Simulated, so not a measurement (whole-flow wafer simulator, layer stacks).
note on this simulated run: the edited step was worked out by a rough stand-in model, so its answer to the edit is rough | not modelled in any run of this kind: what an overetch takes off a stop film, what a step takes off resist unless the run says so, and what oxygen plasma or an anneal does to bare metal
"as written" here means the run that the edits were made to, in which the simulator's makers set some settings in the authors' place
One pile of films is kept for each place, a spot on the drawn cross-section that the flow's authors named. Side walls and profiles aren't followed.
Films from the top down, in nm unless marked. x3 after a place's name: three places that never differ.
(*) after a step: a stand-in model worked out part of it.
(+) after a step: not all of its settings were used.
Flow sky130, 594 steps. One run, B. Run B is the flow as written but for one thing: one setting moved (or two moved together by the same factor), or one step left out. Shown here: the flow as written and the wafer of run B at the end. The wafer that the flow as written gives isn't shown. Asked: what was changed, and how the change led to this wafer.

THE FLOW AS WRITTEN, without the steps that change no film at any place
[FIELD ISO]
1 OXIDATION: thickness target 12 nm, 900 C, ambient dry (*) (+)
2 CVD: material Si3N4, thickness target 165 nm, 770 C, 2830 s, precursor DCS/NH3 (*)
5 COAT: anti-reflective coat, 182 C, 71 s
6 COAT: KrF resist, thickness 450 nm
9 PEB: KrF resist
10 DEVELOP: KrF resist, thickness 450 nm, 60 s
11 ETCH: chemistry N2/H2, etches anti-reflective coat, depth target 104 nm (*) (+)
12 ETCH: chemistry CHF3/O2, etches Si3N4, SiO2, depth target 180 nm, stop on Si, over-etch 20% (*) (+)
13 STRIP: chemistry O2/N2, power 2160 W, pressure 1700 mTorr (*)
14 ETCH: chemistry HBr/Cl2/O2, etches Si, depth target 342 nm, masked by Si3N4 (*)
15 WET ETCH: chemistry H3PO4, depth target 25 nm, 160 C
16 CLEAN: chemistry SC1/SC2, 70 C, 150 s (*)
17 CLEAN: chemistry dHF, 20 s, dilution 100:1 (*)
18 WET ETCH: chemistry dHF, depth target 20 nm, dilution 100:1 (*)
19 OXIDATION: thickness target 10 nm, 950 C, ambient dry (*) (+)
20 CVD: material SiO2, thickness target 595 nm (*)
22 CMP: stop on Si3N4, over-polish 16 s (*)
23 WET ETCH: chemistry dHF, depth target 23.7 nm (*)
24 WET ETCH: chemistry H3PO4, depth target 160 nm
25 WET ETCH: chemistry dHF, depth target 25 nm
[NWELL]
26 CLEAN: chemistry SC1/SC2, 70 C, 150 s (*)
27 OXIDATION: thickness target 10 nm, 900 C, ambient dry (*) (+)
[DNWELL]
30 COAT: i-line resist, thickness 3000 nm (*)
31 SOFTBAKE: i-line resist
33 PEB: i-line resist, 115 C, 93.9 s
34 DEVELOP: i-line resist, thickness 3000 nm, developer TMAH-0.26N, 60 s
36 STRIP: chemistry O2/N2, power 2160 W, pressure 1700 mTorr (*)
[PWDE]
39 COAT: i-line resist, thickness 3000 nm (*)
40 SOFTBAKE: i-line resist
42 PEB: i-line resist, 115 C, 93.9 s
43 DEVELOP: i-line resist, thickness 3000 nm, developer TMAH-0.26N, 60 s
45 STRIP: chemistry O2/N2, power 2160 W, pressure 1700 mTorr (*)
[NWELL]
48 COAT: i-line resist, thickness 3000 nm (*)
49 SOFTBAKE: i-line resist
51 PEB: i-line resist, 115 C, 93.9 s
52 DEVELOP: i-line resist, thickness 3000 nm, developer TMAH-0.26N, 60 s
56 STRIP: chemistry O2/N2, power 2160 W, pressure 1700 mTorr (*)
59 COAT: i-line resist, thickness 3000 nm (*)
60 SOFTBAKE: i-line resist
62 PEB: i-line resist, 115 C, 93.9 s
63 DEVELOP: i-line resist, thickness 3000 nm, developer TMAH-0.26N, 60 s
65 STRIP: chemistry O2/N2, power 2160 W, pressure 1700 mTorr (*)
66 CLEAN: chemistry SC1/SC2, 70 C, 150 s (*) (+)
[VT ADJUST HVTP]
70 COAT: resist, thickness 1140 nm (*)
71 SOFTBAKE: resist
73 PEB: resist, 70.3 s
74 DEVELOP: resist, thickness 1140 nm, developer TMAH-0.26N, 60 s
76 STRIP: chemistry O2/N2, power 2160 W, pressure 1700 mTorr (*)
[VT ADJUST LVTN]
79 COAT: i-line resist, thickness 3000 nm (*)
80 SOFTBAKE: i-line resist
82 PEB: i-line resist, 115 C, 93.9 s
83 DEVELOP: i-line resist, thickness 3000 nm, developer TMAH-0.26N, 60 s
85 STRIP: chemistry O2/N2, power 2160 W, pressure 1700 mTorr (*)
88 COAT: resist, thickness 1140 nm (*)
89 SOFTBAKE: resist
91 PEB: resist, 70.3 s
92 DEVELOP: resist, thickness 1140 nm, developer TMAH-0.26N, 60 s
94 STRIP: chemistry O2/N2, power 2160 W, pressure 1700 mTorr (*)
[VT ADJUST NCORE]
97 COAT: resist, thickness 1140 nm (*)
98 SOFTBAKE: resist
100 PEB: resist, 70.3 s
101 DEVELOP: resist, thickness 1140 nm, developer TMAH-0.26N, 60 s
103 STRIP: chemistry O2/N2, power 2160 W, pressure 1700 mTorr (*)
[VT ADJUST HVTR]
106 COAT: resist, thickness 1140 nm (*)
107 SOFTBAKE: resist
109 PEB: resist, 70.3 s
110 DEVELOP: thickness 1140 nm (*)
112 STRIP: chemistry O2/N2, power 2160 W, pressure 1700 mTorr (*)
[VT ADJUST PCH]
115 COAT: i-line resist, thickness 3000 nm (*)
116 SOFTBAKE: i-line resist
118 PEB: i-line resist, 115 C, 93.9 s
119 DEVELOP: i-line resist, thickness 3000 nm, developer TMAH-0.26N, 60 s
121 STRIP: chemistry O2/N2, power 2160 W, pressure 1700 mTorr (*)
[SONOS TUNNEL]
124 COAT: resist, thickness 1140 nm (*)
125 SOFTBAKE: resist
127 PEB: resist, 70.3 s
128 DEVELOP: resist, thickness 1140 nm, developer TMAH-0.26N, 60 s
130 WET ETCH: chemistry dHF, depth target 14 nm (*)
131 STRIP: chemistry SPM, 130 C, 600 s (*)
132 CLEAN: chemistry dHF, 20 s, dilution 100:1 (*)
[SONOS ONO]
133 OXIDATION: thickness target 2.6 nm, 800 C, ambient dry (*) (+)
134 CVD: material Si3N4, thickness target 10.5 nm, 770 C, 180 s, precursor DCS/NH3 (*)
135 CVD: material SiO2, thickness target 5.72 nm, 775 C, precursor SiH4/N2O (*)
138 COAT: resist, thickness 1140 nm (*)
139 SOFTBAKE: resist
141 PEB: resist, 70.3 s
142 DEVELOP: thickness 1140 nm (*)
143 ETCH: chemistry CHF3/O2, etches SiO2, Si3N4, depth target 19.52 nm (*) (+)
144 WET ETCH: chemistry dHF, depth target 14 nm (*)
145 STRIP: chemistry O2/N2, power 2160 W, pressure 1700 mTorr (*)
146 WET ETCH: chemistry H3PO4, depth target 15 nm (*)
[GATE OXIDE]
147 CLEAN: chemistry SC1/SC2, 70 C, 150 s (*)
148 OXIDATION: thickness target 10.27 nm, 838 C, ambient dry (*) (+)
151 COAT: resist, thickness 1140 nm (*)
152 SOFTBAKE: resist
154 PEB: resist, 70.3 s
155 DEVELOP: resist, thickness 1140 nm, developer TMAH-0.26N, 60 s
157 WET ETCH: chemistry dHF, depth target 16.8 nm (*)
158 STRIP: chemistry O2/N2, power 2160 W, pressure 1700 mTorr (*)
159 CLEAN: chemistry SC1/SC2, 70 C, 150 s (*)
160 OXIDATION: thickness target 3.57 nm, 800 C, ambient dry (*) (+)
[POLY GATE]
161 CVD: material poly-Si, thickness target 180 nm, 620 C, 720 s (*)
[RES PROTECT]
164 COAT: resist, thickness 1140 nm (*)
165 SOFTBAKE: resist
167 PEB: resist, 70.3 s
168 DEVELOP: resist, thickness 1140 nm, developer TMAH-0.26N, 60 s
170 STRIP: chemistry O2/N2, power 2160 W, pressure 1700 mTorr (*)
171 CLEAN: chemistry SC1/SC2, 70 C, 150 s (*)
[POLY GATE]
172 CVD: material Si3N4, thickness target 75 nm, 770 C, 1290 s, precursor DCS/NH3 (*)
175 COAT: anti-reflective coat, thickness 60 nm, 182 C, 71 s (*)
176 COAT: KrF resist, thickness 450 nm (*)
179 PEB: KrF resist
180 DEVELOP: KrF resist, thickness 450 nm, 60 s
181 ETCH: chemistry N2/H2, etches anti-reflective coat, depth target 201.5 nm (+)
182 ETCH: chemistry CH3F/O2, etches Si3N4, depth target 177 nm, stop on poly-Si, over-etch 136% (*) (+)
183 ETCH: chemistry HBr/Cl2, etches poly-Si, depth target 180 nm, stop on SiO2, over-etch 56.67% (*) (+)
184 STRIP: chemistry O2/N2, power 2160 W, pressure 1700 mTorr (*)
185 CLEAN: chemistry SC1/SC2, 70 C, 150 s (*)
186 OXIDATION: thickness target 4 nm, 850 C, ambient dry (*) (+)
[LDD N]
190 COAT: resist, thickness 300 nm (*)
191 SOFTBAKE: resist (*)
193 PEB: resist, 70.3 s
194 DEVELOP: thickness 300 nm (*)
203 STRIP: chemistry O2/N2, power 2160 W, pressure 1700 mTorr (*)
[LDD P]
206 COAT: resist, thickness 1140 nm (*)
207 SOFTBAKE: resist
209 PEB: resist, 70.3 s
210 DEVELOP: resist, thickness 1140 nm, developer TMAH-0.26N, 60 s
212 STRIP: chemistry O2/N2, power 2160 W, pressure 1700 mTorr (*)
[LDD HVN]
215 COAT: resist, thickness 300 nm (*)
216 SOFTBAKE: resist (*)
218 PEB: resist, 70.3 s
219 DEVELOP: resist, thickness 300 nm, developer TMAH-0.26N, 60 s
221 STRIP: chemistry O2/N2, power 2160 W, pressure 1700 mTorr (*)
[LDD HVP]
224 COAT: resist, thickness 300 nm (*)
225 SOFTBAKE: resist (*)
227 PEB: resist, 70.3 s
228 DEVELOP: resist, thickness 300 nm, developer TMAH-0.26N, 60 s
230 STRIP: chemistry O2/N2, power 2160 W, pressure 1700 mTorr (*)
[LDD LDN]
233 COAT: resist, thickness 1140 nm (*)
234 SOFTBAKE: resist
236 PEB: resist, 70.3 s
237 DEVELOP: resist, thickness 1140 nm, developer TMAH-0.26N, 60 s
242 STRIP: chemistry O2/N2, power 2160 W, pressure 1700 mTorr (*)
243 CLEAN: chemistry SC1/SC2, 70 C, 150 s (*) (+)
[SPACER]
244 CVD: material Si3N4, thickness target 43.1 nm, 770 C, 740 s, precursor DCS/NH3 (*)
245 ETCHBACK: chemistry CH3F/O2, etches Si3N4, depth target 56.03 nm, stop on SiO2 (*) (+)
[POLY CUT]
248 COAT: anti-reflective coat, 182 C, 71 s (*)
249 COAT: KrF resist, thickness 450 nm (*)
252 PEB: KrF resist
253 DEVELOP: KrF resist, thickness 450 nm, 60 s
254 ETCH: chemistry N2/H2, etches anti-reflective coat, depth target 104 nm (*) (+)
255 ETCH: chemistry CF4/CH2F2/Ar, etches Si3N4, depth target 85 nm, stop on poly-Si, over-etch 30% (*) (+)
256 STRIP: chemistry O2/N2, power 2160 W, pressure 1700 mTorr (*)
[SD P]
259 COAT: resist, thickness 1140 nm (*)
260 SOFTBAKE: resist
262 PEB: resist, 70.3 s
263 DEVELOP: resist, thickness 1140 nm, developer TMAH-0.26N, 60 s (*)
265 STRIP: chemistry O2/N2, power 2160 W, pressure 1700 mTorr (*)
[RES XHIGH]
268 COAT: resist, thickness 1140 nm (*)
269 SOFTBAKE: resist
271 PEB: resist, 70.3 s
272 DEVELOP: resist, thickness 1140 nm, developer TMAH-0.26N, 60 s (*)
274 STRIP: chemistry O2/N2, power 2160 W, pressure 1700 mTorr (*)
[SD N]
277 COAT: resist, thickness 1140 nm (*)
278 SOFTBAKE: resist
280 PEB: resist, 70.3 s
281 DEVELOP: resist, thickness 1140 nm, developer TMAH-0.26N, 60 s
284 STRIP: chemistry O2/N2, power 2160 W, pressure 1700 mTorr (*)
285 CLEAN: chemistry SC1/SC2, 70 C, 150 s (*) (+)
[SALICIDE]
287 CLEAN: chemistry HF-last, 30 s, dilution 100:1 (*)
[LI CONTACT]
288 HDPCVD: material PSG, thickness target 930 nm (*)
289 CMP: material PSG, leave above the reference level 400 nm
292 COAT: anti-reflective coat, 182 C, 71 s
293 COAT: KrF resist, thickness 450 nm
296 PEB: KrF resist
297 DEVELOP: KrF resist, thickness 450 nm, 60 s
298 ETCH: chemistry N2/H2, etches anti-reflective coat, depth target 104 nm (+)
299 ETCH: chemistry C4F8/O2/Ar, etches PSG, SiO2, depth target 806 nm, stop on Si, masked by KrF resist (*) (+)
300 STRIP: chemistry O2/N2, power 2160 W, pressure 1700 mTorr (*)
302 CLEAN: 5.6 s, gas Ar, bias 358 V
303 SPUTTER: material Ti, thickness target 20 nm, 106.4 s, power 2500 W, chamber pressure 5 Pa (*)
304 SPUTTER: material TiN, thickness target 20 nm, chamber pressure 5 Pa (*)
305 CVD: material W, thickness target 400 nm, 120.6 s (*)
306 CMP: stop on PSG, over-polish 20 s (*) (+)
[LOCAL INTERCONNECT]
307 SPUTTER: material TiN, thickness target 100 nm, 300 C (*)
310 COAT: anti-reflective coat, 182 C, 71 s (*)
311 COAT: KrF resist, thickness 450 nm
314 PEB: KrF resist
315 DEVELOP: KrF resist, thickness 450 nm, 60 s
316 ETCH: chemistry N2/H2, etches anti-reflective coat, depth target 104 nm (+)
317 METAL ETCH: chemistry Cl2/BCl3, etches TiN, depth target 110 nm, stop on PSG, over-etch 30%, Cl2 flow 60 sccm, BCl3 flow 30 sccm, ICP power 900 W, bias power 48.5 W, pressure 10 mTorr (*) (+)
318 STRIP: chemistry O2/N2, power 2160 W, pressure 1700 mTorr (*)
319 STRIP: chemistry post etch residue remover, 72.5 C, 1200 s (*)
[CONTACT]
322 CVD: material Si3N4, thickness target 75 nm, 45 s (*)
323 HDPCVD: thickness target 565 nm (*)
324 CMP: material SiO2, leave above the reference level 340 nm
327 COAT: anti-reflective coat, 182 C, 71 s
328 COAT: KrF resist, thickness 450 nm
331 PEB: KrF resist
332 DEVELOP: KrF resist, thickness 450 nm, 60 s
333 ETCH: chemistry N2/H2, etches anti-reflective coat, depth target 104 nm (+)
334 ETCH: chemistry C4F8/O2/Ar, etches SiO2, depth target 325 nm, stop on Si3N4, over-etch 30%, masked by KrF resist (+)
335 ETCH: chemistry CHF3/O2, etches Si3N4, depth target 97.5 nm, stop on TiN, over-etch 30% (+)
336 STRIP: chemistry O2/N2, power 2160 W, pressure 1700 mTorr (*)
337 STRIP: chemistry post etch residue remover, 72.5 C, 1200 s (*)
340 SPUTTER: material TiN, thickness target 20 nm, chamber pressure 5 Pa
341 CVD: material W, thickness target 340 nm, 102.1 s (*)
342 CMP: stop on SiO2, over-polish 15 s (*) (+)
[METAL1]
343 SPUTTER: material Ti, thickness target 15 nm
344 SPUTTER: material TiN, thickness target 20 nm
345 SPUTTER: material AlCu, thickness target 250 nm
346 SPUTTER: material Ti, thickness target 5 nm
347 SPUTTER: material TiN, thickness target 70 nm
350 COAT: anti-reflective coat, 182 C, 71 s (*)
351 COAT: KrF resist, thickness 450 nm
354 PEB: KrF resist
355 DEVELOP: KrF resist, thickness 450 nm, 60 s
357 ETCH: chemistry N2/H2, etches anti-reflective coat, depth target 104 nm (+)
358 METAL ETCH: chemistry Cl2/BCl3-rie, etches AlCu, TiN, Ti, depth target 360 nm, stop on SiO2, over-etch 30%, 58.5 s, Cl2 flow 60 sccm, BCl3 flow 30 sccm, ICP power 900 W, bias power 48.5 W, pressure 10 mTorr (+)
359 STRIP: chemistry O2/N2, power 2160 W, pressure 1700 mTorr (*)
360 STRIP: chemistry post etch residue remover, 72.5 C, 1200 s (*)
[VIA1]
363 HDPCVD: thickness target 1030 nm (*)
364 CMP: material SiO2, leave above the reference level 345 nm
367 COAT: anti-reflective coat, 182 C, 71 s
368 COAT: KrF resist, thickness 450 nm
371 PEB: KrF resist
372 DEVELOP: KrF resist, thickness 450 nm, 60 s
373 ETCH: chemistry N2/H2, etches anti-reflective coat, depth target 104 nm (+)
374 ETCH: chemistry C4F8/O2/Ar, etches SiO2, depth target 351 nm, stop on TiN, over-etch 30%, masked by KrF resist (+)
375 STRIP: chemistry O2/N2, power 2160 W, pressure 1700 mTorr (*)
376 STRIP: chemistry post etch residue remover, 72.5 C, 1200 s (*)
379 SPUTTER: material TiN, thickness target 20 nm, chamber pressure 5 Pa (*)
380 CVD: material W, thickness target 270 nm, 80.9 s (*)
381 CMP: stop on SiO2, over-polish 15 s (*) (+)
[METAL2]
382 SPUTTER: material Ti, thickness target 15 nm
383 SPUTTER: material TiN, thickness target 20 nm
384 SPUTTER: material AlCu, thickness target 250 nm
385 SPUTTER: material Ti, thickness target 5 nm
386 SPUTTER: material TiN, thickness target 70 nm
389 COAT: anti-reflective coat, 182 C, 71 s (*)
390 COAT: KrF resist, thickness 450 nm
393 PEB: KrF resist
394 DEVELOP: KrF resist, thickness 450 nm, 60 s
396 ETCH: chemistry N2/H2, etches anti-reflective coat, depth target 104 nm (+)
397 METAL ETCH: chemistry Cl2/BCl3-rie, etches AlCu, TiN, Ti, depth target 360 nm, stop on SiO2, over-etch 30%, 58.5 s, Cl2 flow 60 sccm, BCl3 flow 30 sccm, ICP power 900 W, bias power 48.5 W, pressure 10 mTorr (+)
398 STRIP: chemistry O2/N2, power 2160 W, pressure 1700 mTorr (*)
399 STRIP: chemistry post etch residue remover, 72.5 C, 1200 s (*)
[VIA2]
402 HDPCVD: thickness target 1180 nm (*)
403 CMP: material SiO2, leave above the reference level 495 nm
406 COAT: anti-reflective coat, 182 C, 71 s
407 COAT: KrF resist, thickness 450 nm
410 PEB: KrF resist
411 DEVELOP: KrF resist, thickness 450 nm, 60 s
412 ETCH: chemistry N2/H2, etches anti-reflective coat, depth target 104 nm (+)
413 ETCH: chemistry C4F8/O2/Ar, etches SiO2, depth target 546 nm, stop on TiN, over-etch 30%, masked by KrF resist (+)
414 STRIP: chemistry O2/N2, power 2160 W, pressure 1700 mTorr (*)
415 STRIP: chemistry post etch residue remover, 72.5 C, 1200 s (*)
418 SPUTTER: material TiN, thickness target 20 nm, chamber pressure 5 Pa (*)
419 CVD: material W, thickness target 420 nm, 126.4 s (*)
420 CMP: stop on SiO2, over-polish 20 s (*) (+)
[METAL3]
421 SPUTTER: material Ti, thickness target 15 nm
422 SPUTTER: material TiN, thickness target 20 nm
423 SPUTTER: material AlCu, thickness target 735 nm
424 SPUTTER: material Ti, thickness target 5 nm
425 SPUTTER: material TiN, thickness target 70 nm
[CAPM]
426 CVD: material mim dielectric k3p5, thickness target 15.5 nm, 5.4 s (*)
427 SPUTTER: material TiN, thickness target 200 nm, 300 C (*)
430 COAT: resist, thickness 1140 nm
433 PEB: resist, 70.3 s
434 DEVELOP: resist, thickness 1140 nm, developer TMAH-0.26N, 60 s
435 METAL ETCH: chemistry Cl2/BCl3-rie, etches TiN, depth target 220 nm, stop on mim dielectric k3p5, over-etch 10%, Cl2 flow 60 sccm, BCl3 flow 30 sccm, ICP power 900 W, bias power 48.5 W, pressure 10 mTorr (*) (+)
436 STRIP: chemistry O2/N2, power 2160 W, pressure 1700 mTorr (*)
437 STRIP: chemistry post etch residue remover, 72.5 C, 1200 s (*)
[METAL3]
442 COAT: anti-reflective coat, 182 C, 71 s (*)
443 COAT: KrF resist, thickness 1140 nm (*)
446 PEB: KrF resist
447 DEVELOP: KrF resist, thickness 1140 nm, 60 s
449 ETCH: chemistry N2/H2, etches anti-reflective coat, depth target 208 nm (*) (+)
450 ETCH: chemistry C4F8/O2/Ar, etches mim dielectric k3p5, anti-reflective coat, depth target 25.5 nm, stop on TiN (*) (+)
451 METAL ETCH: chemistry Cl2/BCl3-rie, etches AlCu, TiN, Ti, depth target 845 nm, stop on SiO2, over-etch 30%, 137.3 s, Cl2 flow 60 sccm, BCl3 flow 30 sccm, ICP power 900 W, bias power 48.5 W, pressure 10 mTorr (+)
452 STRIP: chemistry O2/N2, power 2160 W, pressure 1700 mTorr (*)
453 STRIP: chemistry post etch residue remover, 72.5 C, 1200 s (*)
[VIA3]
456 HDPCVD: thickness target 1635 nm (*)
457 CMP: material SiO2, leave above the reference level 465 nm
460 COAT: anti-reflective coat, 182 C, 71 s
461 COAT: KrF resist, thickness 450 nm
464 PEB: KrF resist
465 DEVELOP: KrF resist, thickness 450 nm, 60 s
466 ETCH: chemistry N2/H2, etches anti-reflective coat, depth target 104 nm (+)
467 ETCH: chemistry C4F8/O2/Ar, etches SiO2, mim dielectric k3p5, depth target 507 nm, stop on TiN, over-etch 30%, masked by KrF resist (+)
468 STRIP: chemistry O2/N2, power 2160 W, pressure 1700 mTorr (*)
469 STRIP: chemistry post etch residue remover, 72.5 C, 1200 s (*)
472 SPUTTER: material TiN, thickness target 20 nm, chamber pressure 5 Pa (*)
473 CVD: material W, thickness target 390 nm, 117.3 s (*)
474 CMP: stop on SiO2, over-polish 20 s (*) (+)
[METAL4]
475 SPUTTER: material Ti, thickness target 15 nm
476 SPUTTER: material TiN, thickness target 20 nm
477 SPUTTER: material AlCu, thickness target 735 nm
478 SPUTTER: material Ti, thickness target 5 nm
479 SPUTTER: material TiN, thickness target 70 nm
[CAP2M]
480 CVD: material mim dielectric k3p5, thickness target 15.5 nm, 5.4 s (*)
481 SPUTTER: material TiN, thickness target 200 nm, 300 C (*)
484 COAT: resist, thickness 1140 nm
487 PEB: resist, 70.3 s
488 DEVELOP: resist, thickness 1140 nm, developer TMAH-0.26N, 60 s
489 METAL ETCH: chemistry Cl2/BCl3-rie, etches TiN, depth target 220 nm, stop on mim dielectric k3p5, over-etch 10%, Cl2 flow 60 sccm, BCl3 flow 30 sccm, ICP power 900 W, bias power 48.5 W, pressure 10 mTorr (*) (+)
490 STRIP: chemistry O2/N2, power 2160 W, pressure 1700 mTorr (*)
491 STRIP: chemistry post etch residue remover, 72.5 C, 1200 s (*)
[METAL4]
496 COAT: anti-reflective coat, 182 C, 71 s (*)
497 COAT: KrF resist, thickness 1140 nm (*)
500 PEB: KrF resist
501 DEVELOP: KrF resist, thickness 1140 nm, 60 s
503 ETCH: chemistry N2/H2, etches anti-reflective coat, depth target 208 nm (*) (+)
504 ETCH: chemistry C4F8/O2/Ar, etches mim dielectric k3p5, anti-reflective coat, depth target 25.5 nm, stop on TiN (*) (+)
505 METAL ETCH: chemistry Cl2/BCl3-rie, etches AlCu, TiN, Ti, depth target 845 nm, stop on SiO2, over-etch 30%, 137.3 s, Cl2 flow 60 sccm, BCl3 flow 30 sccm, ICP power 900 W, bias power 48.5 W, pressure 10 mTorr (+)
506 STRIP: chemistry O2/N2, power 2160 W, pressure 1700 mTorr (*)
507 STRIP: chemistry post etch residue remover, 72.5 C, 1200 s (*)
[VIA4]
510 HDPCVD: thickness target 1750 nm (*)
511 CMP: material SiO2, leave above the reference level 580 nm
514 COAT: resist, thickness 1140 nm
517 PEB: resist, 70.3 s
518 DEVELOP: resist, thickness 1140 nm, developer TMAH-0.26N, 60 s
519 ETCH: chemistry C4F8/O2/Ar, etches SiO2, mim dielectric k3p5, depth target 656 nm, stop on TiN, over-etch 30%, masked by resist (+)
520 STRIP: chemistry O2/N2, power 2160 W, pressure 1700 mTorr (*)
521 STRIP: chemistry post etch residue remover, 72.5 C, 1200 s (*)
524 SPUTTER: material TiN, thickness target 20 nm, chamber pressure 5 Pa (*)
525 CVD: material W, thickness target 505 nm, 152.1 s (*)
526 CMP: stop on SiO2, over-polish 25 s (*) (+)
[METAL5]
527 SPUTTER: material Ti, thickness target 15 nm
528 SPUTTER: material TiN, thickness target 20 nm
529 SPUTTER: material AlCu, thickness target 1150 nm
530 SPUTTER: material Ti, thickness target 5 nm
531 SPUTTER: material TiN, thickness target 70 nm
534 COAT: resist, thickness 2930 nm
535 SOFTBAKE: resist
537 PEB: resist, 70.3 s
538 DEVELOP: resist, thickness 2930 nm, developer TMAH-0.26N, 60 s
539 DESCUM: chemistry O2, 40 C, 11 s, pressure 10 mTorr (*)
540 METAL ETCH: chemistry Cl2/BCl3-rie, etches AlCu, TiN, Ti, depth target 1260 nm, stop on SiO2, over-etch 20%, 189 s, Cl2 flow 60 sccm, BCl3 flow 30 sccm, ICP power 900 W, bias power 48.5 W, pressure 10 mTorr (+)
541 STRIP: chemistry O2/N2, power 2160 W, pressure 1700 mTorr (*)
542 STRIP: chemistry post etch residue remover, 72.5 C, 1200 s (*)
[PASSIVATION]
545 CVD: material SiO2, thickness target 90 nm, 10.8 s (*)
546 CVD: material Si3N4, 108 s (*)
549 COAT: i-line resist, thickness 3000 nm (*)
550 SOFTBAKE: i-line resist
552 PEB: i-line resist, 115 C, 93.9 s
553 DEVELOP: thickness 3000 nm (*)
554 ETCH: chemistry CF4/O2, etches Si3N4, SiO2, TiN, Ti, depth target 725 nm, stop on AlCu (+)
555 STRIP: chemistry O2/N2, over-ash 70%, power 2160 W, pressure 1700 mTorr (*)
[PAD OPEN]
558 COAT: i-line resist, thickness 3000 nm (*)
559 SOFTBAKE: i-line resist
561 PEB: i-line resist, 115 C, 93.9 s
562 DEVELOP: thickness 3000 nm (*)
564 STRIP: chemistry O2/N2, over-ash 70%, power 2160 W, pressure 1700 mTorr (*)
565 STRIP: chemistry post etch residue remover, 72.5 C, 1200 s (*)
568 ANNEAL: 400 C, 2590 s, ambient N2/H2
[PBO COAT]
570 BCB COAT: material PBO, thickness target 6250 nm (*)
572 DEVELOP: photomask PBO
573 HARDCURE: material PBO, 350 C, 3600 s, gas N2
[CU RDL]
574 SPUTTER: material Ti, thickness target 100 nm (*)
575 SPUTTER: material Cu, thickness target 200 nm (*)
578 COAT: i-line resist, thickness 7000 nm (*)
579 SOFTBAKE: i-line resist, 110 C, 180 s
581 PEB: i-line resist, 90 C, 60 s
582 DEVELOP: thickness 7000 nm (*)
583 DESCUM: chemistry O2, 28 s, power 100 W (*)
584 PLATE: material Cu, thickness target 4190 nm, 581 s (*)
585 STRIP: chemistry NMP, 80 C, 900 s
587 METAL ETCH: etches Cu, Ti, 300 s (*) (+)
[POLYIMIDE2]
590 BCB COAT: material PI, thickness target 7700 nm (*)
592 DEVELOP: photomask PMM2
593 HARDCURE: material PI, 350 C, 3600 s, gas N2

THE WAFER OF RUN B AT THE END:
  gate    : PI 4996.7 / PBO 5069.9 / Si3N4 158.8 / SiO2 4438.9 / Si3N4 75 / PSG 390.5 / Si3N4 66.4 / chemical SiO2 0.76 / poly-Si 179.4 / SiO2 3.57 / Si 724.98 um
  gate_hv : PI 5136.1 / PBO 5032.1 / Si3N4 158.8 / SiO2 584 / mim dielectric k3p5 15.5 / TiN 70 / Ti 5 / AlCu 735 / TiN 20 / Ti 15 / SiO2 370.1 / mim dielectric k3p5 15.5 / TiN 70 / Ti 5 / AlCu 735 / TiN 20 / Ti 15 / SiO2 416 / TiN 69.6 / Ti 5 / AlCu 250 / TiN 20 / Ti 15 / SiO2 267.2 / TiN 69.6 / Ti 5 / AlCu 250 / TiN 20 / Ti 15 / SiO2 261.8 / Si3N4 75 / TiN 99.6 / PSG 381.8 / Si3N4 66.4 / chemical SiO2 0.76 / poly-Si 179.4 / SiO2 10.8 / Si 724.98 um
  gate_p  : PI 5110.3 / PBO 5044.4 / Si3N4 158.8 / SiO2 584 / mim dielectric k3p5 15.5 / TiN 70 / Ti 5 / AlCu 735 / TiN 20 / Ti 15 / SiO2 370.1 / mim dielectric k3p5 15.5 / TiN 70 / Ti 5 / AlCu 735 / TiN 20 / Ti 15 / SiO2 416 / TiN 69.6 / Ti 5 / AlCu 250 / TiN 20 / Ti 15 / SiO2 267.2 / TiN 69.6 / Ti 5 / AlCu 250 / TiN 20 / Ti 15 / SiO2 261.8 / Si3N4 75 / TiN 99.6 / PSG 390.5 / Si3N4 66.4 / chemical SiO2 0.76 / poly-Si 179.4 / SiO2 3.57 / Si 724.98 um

The cause: step 244, CVD: thickness target 48.5 nm was run, where the flow has thickness target 43.1 nm; step 244, CVD: 832 s was run, where the flow has 740 s.

How the change led to this, step by step:
  244 CVD: material Si3N4, thickness target 43.1 nm, 770 C, 740 s, precursor DCS/NH3 (*)
      field, active, p_well and 101 more: Si3N4 +48.5 (new film) (as written it would be: Si3N4 +43.1 (new film))
      n_well, gate, gate_hv and 74 more: Si3N4 +48.5 (as written it would be: Si3N4 +43.1)
  245 ETCHBACK: chemistry CH3F/O2, etches Si3N4, depth target 56.03 nm, stop on SiO2 (*) (+)
      field, active, p_well and 101 more: Si3N4 -48.5 (all of it), SiO2 -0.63 (as written it would be: Si3N4 -43.1 (all of it), SiO2 -1.08)
  248 COAT: anti-reflective coat, 182 C, 71 s (*)
      gate_hv: anti-reflective coat +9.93 (new film) (as written it would be: anti-reflective coat +10.9 (new film))
      m1: anti-reflective coat +15.1 (new film) (as written it would be: anti-reflective coat +16.3 (new film))
      (and at 38 more places)
  254 ETCH: chemistry N2/H2, etches anti-reflective coat, depth target 104 nm (*) (+)
      rxpo_ln: anti-reflective coat -25.5 (all of it), Si3N4 -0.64 (as written it would be: anti-reflective coat -23.9 (all of it), Si3N4 -0.66)
  255 ETCH: chemistry CF4/CH2F2/Ar, etches Si3N4, depth target 85 nm, stop on poly-Si, over-etch 30% (*) (+)
      field, active, n_well and 180 more: KrF resist -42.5 (as written it would be: KrF resist -40.7)
      rpo_wd, rxpo_wd: Si3N4 -67 (all of it), chemical SiO2 -0.75 (all of it) (as written it would be: Si3N4 -61.6 (all of it), chemical SiO2 -0.75 (all of it))
      (and at 5 more places)
  256 STRIP: chemistry O2/N2, power 2160 W, pressure 1700 mTorr (*)
      n_well: KrF resist -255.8 (all of it), anti-reflective coat -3 (all of it) (as written it would be: KrF resist -262 (all of it), anti-reflective coat -3 (all of it))
      gate_hv: KrF resist -311.7 (all of it), anti-reflective coat -9.93 (all of it) (as written it would be: KrF resist -314.7 (all of it), anti-reflective coat -10.9 (all of it))
      (and at 41 more places)
  260 SOFTBAKE: resist
      field_nw: resist +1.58 (as written it would be: resist +0.42)
  269 SOFTBAKE: resist
      field_nw: resist +1.58 (as written it would be: resist +0.42)
  278 SOFTBAKE: resist
      field_nw: resist +1.58 (as written it would be: resist +0.42)
  306 CMP: stop on PSG, over-polish 20 s (*) (+)
      poly_licon: W -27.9 (as written it would be: W -33.3)
